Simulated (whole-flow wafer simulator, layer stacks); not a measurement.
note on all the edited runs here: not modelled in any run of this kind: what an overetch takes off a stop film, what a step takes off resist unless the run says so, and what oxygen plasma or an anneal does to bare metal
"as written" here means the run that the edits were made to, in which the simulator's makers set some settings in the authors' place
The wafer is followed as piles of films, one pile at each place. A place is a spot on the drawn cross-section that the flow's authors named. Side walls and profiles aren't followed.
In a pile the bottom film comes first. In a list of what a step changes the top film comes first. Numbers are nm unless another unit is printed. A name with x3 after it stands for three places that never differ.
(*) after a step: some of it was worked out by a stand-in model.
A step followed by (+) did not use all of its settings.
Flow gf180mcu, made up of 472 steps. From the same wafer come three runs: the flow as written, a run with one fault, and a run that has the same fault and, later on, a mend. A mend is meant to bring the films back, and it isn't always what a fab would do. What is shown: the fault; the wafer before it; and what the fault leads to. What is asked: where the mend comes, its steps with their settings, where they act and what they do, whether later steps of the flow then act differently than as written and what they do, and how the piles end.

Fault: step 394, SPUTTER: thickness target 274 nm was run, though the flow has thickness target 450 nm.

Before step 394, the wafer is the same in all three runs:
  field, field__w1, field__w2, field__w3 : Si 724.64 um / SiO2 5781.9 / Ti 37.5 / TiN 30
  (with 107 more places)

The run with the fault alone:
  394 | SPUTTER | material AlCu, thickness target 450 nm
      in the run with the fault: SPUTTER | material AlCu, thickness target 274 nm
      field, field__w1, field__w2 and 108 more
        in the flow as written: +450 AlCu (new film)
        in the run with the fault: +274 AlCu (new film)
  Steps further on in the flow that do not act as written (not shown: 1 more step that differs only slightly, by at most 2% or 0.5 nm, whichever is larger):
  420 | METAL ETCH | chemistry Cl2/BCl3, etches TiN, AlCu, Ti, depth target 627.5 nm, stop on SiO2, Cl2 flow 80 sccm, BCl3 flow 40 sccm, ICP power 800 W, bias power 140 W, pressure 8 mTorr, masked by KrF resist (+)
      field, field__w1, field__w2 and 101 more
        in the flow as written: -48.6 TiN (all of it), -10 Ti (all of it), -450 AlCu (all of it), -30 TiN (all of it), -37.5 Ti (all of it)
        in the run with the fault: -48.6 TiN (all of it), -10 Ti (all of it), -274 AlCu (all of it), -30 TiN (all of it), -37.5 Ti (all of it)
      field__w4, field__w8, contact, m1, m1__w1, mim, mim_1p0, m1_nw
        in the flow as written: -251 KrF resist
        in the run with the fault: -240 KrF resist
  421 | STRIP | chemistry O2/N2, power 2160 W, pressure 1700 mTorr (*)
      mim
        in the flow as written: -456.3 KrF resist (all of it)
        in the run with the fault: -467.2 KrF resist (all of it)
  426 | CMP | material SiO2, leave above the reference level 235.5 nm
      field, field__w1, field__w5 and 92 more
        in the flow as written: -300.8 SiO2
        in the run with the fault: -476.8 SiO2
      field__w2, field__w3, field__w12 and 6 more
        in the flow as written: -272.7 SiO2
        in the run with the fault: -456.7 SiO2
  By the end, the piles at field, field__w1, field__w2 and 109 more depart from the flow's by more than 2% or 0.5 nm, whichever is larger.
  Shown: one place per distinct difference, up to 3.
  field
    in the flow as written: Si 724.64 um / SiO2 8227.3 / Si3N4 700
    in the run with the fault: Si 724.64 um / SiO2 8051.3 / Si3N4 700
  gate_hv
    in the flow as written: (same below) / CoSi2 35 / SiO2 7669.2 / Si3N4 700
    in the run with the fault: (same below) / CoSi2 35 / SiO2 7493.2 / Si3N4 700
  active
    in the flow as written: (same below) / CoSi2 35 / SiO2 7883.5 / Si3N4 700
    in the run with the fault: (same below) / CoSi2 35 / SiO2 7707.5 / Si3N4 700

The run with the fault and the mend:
  The mend stands after step 394.
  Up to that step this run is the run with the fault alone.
  394a | SPUTTER | material AlCu, thickness target 176 nm (the flow's step 394, run once more with other settings)
      field, field__w1, field__w2 and 108 more
        +176 AlCu
  Every later step of the flow that is run acts as written at every place that is followed.
  The piles end the same as the flow's at every place that both follow.
